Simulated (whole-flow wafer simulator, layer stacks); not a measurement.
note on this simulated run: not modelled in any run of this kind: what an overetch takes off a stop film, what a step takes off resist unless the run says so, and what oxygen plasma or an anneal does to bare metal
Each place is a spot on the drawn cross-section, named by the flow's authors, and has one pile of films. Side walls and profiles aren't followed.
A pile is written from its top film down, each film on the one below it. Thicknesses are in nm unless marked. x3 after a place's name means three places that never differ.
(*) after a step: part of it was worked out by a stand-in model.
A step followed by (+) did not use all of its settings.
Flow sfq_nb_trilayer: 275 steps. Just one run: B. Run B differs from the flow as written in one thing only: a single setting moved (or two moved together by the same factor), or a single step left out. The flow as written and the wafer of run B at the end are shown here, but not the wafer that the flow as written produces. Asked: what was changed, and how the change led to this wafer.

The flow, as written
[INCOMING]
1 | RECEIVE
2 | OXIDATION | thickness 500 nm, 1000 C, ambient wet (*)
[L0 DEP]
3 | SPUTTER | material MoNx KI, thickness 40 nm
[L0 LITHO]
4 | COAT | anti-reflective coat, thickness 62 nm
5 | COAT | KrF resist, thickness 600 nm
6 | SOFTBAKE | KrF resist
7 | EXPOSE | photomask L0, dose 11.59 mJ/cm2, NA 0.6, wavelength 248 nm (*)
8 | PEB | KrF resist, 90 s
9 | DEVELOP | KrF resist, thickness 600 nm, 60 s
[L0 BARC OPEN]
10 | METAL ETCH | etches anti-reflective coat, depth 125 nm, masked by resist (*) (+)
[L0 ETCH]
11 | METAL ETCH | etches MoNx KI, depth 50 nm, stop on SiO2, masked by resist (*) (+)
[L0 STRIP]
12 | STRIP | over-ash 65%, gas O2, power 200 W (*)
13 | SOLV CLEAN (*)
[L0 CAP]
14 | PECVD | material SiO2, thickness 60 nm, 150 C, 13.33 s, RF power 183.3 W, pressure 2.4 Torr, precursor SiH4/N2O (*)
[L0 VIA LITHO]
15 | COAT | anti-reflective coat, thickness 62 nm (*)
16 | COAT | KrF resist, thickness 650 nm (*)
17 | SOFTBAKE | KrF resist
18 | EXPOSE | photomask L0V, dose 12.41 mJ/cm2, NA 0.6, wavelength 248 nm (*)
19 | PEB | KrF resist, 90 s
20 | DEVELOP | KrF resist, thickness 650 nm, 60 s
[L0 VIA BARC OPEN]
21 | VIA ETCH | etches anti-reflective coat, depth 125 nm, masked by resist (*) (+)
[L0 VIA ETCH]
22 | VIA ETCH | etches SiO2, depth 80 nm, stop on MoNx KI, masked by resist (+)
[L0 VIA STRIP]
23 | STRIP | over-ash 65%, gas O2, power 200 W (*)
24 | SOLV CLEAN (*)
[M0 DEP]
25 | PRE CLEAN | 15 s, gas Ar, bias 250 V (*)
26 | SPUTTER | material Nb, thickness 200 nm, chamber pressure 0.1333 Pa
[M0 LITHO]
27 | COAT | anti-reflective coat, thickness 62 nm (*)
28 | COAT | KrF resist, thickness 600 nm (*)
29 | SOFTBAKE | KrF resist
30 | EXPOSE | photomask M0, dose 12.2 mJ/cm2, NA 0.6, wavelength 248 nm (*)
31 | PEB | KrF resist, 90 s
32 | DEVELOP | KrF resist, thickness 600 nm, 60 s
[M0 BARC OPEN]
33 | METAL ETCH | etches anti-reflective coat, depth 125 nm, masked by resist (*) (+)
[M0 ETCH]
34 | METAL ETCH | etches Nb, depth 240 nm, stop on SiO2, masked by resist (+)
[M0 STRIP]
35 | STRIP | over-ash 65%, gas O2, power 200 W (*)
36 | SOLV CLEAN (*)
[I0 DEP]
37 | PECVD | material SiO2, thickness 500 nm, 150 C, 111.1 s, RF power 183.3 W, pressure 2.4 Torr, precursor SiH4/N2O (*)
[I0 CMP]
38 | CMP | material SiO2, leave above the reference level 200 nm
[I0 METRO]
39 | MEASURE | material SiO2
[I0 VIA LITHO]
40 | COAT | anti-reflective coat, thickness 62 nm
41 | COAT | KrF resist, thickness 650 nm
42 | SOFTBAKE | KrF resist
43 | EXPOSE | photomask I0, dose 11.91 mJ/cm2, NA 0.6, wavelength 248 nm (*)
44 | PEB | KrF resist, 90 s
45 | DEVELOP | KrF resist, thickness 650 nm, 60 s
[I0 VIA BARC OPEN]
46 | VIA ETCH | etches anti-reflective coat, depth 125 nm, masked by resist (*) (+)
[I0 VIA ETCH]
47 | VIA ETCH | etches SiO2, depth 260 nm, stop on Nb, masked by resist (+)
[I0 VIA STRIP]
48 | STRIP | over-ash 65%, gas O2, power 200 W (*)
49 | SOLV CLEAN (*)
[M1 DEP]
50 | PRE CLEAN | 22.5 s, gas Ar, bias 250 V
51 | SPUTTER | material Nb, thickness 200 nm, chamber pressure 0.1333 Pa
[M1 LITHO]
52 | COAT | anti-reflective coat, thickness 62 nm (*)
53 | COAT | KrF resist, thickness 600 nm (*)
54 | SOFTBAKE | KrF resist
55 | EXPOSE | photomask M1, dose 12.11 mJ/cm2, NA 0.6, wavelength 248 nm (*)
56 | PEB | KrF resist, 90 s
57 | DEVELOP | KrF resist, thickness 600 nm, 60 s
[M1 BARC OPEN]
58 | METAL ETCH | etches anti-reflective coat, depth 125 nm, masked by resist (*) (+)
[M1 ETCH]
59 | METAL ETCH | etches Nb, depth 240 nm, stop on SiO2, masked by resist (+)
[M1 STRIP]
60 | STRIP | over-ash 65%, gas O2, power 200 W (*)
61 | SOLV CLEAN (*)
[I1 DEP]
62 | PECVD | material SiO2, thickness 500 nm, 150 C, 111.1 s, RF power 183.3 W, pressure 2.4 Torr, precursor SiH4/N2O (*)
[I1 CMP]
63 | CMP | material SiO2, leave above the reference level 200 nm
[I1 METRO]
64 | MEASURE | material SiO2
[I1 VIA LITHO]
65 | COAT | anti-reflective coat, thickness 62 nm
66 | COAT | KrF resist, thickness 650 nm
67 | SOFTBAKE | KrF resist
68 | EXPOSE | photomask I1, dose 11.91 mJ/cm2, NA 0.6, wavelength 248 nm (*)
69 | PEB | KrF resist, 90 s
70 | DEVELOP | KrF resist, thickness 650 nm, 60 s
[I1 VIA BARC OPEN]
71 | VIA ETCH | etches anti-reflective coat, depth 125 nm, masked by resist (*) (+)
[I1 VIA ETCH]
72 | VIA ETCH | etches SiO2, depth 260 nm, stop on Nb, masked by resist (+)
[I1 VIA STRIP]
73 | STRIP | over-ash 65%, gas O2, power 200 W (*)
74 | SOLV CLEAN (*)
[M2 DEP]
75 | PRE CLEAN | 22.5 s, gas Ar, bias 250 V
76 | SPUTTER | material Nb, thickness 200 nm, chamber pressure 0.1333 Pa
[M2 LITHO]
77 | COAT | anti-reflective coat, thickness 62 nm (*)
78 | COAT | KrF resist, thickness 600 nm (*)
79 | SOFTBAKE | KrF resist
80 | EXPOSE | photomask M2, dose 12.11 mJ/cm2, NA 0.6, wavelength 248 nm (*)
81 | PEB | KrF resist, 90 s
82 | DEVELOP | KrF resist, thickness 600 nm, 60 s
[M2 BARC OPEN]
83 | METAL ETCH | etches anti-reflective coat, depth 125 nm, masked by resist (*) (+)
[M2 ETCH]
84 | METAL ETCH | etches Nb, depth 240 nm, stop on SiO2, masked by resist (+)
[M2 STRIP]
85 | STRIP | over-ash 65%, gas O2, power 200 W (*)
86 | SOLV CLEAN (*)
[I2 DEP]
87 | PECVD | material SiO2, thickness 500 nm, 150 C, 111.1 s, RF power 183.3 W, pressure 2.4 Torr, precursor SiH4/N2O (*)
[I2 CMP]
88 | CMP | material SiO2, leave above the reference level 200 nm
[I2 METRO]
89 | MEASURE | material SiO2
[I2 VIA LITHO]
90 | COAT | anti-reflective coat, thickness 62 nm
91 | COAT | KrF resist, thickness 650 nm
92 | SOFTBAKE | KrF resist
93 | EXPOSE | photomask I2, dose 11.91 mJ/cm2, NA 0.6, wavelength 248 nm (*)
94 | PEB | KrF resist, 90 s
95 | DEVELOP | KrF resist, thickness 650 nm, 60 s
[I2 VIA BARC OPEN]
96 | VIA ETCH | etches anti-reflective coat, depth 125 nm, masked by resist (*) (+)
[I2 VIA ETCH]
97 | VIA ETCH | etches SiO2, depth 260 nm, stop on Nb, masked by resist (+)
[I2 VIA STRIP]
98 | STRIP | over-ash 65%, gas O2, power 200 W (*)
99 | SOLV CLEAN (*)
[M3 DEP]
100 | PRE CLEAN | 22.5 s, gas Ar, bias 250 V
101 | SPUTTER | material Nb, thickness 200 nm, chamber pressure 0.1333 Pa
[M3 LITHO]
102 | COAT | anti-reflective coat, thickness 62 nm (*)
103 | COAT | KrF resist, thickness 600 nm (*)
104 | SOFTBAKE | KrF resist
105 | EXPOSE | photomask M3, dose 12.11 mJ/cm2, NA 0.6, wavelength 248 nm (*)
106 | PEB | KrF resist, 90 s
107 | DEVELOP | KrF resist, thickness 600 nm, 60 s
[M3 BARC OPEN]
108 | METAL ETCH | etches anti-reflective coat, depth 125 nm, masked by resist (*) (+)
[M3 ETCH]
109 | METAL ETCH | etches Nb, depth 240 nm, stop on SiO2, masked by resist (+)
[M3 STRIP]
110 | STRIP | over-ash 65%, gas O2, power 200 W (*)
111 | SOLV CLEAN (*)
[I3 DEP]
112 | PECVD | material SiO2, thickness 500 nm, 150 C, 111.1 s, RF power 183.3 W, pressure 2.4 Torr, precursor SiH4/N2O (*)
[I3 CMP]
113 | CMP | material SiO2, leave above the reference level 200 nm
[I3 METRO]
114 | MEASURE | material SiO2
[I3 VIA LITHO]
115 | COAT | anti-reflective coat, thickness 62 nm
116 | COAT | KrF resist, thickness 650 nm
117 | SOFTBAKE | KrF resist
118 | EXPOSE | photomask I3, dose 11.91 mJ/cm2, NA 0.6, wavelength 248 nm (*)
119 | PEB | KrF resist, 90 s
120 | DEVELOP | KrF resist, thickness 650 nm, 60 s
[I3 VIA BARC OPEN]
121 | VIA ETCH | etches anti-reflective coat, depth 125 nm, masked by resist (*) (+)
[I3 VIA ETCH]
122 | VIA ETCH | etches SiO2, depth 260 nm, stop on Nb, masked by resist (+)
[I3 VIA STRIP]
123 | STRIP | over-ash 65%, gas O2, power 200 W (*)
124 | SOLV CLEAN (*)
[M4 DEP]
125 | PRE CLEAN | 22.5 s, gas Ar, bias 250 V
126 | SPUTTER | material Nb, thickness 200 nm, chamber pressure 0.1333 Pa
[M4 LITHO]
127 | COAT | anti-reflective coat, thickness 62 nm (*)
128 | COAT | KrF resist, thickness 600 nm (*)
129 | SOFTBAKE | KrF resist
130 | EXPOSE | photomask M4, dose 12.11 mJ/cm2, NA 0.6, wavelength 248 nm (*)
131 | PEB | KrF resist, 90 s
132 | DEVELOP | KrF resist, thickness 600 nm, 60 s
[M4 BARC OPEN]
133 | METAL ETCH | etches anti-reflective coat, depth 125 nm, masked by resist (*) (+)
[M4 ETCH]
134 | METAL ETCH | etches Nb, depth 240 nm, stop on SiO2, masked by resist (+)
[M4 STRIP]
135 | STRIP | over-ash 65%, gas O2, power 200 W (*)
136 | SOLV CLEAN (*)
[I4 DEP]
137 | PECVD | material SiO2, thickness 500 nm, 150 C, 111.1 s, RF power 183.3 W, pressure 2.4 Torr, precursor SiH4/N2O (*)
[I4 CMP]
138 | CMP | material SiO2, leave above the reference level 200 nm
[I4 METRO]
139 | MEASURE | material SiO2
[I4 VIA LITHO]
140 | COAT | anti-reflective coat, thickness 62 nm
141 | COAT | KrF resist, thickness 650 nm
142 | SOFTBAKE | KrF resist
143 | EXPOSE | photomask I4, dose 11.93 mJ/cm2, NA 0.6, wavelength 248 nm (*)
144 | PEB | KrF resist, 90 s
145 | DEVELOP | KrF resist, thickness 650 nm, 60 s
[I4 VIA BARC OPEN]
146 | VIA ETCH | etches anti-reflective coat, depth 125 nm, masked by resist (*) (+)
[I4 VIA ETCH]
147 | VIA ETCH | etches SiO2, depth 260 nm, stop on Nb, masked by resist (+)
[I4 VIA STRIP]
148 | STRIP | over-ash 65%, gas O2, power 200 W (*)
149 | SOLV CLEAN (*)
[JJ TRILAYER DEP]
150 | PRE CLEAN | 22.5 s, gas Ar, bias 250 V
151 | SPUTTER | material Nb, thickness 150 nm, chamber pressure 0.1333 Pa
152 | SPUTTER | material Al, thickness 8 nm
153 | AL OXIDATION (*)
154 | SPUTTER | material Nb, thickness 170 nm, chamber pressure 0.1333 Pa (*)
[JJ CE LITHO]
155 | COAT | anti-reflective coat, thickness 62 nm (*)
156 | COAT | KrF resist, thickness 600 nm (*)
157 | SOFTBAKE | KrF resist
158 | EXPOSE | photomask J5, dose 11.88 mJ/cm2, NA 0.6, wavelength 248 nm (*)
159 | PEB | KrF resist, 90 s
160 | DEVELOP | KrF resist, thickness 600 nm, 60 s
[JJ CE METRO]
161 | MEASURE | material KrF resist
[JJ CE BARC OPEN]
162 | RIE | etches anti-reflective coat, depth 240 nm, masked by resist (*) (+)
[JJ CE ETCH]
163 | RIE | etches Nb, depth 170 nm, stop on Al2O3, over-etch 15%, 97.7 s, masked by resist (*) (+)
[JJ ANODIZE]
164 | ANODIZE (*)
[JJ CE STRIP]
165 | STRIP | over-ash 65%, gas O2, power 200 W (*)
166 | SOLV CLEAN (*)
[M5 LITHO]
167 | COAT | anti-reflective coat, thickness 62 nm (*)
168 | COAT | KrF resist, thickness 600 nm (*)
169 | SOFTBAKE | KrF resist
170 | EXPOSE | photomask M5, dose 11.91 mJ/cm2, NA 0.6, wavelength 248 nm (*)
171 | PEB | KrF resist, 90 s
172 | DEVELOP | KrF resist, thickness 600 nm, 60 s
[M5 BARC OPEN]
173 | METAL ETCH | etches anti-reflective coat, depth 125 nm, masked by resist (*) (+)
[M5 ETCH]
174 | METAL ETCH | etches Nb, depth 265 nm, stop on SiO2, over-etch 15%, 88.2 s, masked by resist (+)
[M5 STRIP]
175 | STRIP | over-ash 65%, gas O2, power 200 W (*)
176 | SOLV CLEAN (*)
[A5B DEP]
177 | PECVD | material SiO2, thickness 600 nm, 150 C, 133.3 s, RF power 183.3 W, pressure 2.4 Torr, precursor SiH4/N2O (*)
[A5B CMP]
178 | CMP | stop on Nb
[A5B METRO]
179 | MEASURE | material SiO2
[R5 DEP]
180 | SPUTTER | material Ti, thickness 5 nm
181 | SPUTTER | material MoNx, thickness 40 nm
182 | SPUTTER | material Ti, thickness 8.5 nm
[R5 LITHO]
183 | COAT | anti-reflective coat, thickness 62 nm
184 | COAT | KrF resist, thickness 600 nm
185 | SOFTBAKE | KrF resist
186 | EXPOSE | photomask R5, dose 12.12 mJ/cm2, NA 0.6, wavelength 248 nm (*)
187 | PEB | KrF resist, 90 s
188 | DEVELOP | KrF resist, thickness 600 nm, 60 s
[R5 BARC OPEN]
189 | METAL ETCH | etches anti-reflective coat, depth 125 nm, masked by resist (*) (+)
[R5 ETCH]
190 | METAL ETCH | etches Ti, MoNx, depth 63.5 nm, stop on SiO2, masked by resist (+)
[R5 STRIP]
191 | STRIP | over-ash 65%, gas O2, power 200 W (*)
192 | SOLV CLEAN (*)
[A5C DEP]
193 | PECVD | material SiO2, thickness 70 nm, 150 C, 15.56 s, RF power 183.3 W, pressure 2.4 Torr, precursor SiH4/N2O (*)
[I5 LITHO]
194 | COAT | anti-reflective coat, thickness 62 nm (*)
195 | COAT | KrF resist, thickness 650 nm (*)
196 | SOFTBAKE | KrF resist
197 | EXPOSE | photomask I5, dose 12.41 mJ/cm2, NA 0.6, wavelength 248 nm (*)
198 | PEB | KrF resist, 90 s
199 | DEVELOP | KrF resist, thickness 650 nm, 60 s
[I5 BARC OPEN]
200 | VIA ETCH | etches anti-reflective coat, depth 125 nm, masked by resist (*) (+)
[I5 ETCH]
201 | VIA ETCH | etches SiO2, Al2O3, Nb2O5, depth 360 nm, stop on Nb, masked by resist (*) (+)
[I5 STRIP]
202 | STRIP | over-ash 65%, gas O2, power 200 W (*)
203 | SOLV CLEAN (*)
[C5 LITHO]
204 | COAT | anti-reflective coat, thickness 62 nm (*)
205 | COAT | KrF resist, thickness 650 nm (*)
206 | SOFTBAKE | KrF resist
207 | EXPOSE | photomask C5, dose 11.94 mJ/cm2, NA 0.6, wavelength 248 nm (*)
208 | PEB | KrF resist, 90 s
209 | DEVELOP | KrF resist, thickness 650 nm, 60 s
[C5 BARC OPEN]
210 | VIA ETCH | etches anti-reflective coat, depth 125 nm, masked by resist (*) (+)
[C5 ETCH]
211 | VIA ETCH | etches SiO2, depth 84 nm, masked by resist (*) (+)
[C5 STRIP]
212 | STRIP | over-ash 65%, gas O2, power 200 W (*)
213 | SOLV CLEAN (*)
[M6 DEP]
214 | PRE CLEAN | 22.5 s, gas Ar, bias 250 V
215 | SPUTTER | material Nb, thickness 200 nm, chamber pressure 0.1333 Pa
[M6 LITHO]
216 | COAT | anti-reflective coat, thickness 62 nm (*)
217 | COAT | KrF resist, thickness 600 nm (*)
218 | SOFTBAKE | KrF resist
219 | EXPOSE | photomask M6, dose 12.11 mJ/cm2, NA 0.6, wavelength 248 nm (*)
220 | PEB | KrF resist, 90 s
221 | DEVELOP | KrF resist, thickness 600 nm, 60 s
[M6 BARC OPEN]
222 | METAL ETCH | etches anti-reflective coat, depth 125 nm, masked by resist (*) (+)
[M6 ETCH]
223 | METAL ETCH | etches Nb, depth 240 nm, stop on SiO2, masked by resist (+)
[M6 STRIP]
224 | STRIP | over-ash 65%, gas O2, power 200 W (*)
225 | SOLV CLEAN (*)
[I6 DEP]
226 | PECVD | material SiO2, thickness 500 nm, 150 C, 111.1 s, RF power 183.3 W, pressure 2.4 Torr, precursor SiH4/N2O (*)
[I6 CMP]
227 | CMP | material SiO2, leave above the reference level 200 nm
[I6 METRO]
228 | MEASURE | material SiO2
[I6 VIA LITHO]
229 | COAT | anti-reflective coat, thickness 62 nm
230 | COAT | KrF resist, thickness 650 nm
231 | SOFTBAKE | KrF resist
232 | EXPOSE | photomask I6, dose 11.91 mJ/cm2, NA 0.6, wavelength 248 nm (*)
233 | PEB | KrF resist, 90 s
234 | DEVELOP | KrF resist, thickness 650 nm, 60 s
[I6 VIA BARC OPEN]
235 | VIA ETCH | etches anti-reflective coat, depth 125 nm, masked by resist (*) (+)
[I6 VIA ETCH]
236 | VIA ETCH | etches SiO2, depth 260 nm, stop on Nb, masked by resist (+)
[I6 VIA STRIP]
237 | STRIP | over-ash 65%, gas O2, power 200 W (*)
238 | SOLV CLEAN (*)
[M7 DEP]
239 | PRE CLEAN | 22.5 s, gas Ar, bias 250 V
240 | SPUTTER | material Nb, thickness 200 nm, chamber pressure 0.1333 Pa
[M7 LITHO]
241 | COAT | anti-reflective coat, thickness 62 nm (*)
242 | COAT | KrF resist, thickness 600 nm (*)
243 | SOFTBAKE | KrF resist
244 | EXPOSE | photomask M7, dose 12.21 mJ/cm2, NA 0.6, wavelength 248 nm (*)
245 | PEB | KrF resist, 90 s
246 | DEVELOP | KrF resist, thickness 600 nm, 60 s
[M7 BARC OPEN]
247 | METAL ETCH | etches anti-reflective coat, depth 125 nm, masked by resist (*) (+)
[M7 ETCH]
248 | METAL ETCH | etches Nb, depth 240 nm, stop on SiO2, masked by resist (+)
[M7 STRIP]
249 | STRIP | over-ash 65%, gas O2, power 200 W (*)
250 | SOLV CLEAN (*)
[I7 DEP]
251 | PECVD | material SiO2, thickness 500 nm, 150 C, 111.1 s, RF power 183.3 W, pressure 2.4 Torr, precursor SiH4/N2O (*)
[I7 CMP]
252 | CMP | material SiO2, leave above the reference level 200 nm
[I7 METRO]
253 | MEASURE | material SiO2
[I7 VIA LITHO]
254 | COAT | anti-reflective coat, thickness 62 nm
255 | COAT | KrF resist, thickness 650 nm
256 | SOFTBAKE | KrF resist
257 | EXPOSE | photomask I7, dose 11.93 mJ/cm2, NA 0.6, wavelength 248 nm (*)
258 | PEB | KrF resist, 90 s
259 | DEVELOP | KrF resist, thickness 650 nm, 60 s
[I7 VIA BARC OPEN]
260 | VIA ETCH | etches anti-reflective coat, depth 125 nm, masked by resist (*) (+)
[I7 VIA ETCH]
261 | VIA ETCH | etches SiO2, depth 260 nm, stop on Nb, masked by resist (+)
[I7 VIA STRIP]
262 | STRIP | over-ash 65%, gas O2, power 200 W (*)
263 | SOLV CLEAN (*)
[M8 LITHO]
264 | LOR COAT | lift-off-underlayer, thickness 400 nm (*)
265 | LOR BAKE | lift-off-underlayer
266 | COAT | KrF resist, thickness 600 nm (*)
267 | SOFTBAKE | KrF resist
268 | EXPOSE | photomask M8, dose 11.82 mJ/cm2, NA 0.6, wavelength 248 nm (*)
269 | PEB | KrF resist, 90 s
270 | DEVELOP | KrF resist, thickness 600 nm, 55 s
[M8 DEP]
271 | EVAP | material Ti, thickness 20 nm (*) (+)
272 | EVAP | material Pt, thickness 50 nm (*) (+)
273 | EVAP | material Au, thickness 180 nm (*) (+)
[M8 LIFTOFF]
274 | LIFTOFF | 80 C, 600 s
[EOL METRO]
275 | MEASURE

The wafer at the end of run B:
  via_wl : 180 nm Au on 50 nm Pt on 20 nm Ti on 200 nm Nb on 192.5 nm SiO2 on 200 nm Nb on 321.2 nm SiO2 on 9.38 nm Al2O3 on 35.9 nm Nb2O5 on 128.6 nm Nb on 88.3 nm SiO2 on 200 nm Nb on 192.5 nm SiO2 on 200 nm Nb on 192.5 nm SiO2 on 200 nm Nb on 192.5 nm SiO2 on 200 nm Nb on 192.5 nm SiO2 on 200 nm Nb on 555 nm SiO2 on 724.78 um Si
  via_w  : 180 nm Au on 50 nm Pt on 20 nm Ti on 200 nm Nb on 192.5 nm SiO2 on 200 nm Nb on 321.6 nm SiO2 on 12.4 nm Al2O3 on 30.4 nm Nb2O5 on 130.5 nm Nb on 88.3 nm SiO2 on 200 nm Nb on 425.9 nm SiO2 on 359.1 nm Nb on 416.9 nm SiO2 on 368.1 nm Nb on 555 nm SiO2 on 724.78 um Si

What caused this: step 147, VIA ETCH: depth 104 nm was run, though the flow has depth 260 nm.

The path from the change to this, step by step:
  147 | VIA ETCH | etches SiO2, depth 260 nm, stop on Nb, masked by resist (+)
      via_wl, via_w, via_wr: -104 SiO2 (as written it would have been: -199.8 SiO2 (all of it))
      field_l, v_sur, via_sp and 100 more: -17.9 KrF resist (as written it would have been: -44.8 KrF resist)
  148 | STRIP | over-ash 65%, gas O2, power 200 W (*)
      field_l, v_sur, via_sp and 100 more: -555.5 KrF resist (all of it), -62 anti-reflective coat (all of it) (as written it would have been: -528.6 KrF resist (all of it), -62 anti-reflective coat (all of it))
  150 | PRE CLEAN | 22.5 s, gas Ar, bias 250 V
      via_wl, via_w, via_wr: -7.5 SiO2 (as written it would have been: -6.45 Nb)
  151 | SPUTTER | material Nb, thickness 150 nm, chamber pressure 0.1333 Pa
      via_wl, via_w, via_wr: +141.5 Nb (new film) (as written it would have been: +130.4 Nb)
  152 | SPUTTER | material Al, thickness 8 nm
      via_wl, via_wr: +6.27 Al (new film) (as written it would have been: +5.14 Al (new film))
      via_w: +7.86 Al (new film) (as written it would have been: +7.12 Al (new film))
  154 | SPUTTER | material Nb, thickness 170 nm, chamber pressure 0.1333 Pa (*)
      via_wl, via_wr: +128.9 Nb (new film) (as written it would have been: +140.7 Nb (new film))
      via_w: +167.6 Nb (new film) (as written it would have been: +141 Nb (new film))
  155 | COAT | anti-reflective coat, thickness 62 nm (*)
      via_wl, via_wr: +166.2 anti-reflective coat (new film) (as written it would have been: +209.4 anti-reflective coat (new film))
      v_sur: +50 anti-reflective coat (new film) (as written it would have been: +45.1 anti-reflective coat (new film))
      (as well as at 2 more places)
  156 | COAT | KrF resist, thickness 600 nm (*)
      via_wl: +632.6 KrF resist (new film) (as written it would have been: +663 KrF resist (new film))
      via_w: +667.1 KrF resist (new film) (as written it would have been: +763.8 KrF resist (new film))
      (as well as at 1 more place)
  160 | DEVELOP | KrF resist, thickness 600 nm, 60 s
      via_wl: -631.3 KrF resist (all of it) (as written it would have been: -661.6 KrF resist (all of it))
      via_w: -665.6 KrF resist (all of it) (as written it would have been: -762.1 KrF resist (all of it))
      (as well as at 1 more place)
  162 | RIE | etches anti-reflective coat, depth 240 nm, masked by resist (*) (+)
      ce_l, c5j, ce_r, wl_jj: -166.2 KrF resist (as written it would have been: -209.4 KrF resist)
      via_wl, via_wr: -166.2 anti-reflective coat (all of it) (as written it would have been: -209.4 anti-reflective coat (all of it))
      (as well as at 3 more places)
  163 | RIE | etches Nb, depth 170 nm, stop on Al2O3, over-etch 15%, 97.7 s, masked by resist (*) (+)
      via_w: -167.6 Nb (all of it), -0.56 Al2O3 (as written it would have been: -141 Nb (all of it), -0.96 Al2O3 (all of it))
      via_wl, via_wr: -128.9 Nb (all of it), -0.96 Al2O3 (all of it) (as written it would have been: -140.7 Nb (all of it), -0.96 Al2O3 (all of it))
  164 | ANODIZE (*)
      via_w: +12 Al2O3, +30.4 Nb2O5 (new film), -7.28 Al (all of it), -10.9 Nb (as written it would have been: +10.8 Al2O3 (new film), +33.3 Nb2O5 (new film), -6.54 Al (all of it), -12 Nb)
      via_wl, via_wr: +9.38 Al2O3 (new film), +35.9 Nb2O5 (new film), -5.69 Al (all of it), -12.9 Nb (as written it would have been: +7.52 Al2O3 (new film), +39.2 Nb2O5 (new film), -4.56 Al (all of it), -14.1 Nb)
  165 | STRIP | over-ash 65%, gas O2, power 200 W (*)
      c5j, ce_r: -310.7 KrF resist (all of it), -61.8 anti-reflective coat (all of it) (as written it would have been: -266.9 KrF resist (all of it), -61.5 anti-reflective coat (all of it))
      ce_l: -310.7 KrF resist (all of it), -61.7 anti-reflective coat (all of it) (as written it would have been: -266.8 KrF resist (all of it), -61.4 anti-reflective coat (all of it))
      (as well as at 1 more place)
  167 | COAT | anti-reflective coat, thickness 62 nm (*)
      v_sur: +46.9 anti-reflective coat (new film) (as written it would have been: +44.9 anti-reflective coat (new film))
      via_wl: +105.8 anti-reflective coat (new film) (as written it would have been: +170.5 anti-reflective coat (new film))
      (as well as at 3 more places)
  168 | COAT | KrF resist, thickness 600 nm (*)
      v_sur: +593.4 KrF resist (new film) (as written it would have been: +577.9 KrF resist (new film))
      via_wl: +639.4 KrF resist (new film) (as written it would have been: +656 KrF resist (new film))
      (as well as at 3 more places)
  175 | STRIP | over-ash 65%, gas O2, power 200 W (*)
      v_sur: -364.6 KrF resist (all of it), -46.9 anti-reflective coat (all of it) (as written it would have been: -349.2 KrF resist (all of it), -44.9 anti-reflective coat (all of it))
      via_wl: -410.5 KrF resist (all of it), -105.8 anti-reflective coat (all of it) (as written it would have been: -427 KrF resist (all of it), -170.5 anti-reflective coat (all of it))
      (as well as at 3 more places)
  178 | CMP | stop on Nb
      via_wl, via_wr: -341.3 SiO2 (as written it would have been: -235.7 SiO2)
      via_w: -340.9 SiO2 (as written it would have been: -235.2 SiO2)
With metal films that touch counted as one body, via_wl has 8 bodies (between them, from the top down: SiO2 192.5; SiO2 321.2 / Al2O3 9.38 / Nb2O5 35.9; SiO2 88.3; SiO2 192.5; SiO2 192.5; SiO2 192.5; SiO2 192.5); the flow as written gives 7 bodies (between them, from the top down: SiO2 192.5; SiO2 426.8 / Al2O3 7.52 / Nb2O5 39.2; SiO2 192.5; SiO2 192.5; SiO2 192.5; SiO2 192.5).
With metal films that touch counted as one body, via_w has 6 bodies (between them, from the top down: SiO2 192.5; SiO2 321.6 / Al2O3 12.4 / Nb2O5 30.4; SiO2 88.3; SiO2 425.9; SiO2 416.9); the flow as written gives 5 bodies (between them, from the top down: SiO2 192.5; SiO2 427.3 / Al2O3 10.8 / Nb2O5 33.3; SiO2 425.9; SiO2 416.9).
